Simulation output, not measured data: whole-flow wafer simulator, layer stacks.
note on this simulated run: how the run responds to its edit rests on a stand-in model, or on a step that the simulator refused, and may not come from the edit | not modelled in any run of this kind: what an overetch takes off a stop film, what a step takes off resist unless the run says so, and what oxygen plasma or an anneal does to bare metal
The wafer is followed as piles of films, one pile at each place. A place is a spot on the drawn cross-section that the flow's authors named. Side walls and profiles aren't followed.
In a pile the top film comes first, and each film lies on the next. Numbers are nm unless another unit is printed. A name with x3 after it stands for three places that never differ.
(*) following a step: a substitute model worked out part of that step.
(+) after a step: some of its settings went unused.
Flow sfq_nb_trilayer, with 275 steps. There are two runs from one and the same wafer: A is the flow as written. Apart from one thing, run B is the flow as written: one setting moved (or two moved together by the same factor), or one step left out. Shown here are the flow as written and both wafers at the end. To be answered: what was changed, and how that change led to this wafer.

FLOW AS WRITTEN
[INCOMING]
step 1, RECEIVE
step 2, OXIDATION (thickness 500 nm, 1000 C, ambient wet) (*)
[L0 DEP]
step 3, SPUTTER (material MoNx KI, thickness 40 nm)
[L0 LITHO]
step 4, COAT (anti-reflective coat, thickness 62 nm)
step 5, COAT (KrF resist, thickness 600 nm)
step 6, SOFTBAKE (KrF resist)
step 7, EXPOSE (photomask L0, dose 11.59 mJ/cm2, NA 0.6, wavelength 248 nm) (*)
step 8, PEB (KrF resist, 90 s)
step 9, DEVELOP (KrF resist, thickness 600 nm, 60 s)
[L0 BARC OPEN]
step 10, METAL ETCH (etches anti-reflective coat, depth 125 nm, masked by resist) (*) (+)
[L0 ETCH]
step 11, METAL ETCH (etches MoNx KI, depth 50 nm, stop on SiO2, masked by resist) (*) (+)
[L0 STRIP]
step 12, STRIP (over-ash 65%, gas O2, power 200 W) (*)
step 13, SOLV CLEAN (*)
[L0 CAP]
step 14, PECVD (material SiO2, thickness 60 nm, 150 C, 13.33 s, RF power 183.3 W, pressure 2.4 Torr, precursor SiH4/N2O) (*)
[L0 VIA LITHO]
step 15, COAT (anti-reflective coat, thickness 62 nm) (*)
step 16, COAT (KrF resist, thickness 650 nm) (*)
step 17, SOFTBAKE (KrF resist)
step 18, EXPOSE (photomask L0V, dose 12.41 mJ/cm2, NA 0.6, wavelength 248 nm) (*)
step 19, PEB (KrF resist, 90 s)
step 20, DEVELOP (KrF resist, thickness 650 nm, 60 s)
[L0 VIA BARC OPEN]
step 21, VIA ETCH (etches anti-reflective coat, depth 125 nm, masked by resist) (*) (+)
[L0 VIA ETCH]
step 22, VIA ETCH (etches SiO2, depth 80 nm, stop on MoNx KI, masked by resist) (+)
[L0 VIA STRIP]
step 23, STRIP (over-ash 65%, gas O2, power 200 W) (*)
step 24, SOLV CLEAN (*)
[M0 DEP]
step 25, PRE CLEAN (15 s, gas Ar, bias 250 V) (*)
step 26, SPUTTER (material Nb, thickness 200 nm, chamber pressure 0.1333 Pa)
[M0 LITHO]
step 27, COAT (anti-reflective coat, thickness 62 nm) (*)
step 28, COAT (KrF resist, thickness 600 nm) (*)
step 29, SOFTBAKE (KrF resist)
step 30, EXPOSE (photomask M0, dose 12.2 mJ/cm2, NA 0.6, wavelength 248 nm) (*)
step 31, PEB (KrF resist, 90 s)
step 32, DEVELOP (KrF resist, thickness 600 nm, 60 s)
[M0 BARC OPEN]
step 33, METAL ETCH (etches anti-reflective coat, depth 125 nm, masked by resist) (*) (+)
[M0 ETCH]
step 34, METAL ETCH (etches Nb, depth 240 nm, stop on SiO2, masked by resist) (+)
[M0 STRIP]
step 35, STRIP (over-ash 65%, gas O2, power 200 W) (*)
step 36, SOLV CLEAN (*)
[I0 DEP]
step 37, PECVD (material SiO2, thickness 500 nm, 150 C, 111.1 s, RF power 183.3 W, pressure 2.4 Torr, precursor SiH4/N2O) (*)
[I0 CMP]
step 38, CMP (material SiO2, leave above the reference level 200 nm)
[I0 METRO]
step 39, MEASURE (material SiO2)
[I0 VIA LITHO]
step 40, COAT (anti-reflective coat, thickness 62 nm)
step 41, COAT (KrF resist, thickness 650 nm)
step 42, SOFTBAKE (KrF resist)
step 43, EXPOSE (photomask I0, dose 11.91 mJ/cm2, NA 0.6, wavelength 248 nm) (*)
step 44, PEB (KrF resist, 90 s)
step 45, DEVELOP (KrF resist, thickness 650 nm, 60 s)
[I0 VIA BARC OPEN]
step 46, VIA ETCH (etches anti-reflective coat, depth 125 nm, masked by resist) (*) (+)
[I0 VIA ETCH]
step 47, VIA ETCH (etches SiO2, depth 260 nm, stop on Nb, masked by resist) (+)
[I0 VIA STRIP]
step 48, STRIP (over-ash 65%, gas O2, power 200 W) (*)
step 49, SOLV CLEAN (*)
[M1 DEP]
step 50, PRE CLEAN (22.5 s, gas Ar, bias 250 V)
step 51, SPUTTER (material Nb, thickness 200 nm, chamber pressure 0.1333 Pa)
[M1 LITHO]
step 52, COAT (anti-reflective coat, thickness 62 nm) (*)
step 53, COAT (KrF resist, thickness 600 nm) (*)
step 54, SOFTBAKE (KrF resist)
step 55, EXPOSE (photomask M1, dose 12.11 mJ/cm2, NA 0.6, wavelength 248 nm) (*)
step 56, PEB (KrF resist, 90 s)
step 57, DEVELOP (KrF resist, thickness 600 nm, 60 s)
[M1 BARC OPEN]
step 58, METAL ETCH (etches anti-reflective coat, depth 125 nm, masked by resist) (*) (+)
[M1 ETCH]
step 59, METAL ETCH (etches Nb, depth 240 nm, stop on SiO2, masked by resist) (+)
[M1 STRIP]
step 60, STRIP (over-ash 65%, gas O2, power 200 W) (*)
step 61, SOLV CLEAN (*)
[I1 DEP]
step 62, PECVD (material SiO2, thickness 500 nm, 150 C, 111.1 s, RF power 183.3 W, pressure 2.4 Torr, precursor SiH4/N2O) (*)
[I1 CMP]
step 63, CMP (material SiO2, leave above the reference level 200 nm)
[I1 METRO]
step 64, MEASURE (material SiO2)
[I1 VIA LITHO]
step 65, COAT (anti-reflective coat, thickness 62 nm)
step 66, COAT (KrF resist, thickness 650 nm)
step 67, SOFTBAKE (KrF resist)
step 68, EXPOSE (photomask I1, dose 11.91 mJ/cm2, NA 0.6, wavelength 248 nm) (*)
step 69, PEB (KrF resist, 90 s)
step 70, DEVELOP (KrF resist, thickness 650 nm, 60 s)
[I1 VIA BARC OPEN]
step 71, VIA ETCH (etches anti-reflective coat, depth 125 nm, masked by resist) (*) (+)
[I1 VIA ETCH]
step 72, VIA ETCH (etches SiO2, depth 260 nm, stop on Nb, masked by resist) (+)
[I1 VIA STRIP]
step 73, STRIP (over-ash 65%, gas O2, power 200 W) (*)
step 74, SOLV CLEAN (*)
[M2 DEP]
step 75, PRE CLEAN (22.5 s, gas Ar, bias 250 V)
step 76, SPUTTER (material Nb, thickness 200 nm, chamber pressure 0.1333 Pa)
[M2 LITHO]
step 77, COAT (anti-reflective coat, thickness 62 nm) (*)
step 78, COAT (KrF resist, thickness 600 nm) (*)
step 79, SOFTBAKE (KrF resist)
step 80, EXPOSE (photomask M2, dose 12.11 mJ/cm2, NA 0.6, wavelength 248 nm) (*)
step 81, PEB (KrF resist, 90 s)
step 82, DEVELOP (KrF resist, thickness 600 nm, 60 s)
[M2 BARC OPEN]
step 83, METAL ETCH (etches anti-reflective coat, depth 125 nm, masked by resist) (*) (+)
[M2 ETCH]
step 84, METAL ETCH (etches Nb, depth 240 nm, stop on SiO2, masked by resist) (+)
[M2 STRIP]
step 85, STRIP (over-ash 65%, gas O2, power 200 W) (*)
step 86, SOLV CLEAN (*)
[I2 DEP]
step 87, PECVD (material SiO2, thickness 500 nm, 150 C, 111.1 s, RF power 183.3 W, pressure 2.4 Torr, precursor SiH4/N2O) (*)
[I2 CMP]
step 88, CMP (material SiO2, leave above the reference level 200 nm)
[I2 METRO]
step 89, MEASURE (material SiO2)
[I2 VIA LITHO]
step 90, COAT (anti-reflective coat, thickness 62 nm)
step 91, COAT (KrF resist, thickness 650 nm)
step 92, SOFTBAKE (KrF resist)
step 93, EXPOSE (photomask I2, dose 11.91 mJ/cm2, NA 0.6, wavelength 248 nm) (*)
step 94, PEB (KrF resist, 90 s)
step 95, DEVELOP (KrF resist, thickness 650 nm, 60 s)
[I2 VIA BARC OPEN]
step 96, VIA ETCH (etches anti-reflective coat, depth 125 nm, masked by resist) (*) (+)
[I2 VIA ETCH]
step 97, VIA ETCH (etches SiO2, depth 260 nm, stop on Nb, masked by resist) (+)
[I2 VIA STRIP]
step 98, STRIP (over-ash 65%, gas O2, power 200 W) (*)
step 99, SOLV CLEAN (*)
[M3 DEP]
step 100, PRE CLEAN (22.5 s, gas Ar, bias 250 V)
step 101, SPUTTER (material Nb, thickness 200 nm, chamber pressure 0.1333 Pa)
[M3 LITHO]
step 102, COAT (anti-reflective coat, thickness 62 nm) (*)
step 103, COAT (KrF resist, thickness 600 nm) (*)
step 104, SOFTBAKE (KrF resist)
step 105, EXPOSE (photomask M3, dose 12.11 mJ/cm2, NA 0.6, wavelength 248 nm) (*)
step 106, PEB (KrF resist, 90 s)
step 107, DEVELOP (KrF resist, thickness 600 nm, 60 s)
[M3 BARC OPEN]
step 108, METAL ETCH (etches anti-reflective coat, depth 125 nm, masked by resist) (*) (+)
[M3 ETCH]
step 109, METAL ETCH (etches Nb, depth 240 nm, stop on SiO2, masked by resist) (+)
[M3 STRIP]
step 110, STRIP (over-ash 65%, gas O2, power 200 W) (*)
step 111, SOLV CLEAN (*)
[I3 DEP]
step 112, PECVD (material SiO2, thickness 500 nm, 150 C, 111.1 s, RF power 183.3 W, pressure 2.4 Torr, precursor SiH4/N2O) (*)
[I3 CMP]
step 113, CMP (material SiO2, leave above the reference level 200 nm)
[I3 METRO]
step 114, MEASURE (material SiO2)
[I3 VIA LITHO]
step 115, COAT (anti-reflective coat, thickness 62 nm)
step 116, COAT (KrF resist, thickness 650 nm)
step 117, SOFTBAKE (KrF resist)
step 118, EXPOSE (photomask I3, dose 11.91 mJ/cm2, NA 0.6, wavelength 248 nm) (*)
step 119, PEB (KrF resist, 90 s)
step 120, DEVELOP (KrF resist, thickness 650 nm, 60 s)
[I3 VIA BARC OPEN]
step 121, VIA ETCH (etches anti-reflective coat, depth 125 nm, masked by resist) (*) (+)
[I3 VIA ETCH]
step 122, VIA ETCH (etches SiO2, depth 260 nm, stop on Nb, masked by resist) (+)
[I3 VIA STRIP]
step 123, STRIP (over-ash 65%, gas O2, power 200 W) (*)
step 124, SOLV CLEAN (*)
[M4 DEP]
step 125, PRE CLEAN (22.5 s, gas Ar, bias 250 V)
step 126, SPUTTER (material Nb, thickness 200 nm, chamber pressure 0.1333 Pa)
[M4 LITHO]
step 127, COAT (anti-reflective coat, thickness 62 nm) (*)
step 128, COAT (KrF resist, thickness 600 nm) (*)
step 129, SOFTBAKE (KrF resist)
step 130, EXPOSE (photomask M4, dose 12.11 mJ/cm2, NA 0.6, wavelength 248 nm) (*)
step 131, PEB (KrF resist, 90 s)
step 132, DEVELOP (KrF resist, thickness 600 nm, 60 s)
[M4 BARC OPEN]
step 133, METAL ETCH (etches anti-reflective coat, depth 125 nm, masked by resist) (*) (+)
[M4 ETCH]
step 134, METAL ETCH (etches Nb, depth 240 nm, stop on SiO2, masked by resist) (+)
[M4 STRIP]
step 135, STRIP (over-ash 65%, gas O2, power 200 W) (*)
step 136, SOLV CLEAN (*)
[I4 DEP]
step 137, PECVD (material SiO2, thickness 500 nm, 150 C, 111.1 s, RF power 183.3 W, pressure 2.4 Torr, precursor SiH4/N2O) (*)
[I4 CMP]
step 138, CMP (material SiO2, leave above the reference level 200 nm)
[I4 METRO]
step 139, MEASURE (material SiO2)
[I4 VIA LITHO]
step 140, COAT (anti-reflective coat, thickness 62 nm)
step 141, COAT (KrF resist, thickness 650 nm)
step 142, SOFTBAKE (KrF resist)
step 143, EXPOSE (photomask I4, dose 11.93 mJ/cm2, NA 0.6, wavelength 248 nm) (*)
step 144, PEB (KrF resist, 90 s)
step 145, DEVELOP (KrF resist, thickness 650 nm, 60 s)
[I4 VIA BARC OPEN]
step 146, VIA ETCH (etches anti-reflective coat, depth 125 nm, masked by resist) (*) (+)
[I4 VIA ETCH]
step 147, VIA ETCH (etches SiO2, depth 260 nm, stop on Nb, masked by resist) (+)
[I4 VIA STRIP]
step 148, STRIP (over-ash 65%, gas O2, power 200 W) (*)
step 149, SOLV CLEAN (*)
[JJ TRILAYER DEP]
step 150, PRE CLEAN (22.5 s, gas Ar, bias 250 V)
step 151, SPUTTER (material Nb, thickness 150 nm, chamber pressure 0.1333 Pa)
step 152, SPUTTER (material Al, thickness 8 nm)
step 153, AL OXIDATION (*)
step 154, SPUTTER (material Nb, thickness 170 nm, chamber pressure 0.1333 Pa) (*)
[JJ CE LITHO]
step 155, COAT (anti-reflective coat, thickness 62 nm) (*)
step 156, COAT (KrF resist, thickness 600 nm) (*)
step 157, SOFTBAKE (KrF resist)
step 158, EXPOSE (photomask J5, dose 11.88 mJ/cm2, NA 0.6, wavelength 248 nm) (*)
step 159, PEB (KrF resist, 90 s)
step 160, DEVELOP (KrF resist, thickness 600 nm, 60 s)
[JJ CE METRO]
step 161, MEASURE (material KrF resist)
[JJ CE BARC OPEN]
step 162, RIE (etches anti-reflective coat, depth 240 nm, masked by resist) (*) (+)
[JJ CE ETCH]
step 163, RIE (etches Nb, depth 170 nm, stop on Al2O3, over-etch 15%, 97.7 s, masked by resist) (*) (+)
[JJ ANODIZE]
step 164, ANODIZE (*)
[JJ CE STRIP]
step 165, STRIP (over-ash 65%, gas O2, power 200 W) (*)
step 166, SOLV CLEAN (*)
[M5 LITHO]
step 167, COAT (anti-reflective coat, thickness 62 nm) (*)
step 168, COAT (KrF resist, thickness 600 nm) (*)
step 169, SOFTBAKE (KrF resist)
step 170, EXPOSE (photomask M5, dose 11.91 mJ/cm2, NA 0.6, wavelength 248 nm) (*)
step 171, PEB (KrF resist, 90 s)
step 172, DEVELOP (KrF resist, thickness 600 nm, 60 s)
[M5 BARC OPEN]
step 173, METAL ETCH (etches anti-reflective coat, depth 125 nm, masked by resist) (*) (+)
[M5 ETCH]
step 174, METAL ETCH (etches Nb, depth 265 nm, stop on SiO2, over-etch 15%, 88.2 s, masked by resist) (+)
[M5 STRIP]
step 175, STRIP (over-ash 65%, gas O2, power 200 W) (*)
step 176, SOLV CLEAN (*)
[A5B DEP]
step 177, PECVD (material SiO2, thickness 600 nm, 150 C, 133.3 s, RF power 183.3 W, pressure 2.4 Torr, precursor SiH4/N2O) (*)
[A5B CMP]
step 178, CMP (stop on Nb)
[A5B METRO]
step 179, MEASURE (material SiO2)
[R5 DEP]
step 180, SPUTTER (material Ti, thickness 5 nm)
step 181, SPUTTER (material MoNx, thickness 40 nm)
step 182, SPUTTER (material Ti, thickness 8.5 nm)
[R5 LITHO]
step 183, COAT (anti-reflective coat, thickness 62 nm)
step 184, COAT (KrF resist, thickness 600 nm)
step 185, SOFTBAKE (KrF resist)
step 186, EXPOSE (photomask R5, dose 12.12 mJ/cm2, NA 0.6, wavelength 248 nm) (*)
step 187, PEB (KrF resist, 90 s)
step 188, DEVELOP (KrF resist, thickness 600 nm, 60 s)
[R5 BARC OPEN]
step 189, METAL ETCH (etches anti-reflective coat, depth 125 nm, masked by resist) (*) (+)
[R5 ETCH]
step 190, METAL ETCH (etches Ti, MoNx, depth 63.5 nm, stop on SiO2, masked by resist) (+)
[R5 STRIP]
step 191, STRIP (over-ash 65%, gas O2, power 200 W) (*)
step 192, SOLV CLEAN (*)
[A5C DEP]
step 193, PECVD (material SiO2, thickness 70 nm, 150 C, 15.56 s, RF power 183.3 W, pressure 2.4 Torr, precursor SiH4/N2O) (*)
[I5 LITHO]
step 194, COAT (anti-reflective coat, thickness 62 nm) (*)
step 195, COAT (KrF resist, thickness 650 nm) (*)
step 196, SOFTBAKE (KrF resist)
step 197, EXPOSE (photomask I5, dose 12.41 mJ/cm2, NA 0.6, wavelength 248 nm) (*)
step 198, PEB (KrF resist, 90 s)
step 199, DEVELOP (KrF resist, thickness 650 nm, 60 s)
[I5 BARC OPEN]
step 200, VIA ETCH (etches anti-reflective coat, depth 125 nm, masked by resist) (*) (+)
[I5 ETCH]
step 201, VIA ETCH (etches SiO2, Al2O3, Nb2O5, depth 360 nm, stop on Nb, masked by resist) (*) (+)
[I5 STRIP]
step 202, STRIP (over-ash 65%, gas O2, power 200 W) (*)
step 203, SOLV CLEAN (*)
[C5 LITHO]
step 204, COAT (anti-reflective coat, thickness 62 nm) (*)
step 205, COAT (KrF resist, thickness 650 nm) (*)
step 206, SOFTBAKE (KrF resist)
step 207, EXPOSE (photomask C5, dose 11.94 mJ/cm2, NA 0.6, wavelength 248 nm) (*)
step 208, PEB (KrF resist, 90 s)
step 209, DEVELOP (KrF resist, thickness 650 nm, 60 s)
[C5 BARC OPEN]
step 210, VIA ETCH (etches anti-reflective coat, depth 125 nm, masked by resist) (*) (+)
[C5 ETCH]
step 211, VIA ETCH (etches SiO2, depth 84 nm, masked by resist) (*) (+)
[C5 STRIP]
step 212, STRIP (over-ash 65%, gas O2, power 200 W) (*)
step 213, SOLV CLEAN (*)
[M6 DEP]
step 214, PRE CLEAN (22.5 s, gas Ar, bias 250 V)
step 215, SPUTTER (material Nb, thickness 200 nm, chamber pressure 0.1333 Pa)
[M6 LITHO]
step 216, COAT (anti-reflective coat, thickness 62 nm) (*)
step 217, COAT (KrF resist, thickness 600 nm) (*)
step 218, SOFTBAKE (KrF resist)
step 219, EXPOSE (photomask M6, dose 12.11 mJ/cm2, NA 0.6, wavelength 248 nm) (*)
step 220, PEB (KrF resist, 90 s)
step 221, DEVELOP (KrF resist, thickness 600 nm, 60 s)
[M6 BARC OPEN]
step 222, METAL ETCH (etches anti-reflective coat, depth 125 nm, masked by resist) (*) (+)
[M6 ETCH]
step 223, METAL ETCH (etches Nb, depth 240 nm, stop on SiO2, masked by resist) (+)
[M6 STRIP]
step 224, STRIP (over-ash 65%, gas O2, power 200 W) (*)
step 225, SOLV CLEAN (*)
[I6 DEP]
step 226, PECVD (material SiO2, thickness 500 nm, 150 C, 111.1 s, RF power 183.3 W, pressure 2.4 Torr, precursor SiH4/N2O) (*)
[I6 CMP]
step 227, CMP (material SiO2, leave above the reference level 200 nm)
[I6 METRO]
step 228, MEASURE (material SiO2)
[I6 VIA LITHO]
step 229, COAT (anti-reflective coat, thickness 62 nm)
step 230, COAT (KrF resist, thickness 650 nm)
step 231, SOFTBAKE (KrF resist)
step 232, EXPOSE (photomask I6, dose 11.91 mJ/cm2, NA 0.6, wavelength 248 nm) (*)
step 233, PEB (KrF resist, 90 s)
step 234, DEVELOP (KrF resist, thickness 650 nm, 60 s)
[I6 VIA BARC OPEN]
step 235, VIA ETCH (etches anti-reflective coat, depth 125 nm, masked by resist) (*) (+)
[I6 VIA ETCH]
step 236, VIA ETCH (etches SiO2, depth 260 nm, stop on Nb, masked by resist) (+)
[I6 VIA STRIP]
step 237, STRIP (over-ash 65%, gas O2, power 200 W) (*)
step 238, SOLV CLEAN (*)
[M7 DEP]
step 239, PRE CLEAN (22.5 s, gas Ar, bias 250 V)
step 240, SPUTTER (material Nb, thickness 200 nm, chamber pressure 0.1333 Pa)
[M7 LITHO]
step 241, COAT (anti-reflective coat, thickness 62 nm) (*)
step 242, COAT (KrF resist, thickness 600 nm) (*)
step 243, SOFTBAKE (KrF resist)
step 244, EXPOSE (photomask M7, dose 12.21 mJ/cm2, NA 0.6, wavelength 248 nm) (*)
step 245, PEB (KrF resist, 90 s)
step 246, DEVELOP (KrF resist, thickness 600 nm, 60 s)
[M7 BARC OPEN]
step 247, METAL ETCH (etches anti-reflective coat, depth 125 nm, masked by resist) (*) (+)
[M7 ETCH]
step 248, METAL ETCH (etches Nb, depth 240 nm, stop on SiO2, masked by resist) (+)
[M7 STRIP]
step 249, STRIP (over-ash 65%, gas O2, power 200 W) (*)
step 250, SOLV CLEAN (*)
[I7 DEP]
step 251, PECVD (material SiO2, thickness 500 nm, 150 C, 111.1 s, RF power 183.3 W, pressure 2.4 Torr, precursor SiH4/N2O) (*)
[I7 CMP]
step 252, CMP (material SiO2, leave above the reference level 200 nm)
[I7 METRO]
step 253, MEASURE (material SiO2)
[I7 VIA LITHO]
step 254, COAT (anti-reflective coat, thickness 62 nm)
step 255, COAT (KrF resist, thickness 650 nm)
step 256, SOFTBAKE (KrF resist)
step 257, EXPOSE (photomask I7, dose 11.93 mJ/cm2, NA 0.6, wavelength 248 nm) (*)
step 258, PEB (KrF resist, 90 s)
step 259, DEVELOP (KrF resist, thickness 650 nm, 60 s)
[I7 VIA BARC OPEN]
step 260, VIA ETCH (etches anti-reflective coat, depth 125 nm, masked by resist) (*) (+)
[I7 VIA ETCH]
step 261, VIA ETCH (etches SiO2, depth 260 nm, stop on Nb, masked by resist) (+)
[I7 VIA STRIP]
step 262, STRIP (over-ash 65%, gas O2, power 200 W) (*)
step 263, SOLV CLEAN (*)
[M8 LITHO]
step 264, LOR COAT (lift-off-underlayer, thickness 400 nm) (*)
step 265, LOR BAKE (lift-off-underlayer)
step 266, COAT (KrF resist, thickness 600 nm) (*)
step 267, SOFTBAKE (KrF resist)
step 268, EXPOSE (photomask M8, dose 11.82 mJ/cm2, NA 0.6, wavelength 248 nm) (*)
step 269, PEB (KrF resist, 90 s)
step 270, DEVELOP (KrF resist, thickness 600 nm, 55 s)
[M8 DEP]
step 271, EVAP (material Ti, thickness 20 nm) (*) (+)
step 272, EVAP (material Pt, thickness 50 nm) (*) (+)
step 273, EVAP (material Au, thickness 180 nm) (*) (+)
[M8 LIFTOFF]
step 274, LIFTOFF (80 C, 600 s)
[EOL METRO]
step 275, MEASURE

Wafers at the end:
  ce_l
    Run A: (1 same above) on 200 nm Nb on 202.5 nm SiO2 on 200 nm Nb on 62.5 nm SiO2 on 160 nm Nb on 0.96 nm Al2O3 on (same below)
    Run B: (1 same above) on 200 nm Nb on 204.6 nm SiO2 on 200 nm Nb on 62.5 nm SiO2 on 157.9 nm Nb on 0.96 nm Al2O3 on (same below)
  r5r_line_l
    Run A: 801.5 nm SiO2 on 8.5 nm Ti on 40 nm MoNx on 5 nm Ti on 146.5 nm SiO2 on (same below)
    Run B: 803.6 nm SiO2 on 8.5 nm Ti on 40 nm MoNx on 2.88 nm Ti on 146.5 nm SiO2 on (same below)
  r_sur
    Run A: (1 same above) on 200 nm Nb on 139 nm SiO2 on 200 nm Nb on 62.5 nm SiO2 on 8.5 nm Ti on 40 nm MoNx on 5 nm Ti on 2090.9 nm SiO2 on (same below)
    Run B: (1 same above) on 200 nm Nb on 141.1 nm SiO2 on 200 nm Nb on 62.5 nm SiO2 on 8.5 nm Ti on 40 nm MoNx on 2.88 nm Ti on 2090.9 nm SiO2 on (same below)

Cause: step 180, SPUTTER: thickness 2.88 nm was run, whereas the flow has thickness 5 nm.
The wafer lets one read it off: r5r_line_l has Ti 2.88, and step 180 as written asks for 5 nm.

Step by step, how the change led to this:
  step 180, SPUTTER (material Ti, thickness 5 nm)
      field_l, v_sur, via_wl and 103 more: A +5 Ti (new film) | B +2.88 Ti (new film)
  step 190, METAL ETCH (etches Ti, MoNx, depth 63.5 nm, stop on SiO2, masked by resist) (+)
      field_l, v_sur, via_wl and 92 more: A -8.5 Ti (all of it), -40 MoNx (all of it), -5 Ti (all of it) | B -8.5 Ti (all of it), -40 MoNx (all of it), -2.88 Ti (all of it)
      ce_l, c5j, ce_r, wl_jj: A -8.5 Ti (all of it), -40 MoNx (all of it), -5 Ti (all of it), -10 Nb | B -8.5 Ti (all of it), -40 MoNx (all of it), -2.88 Ti (all of it), -12.1 Nb
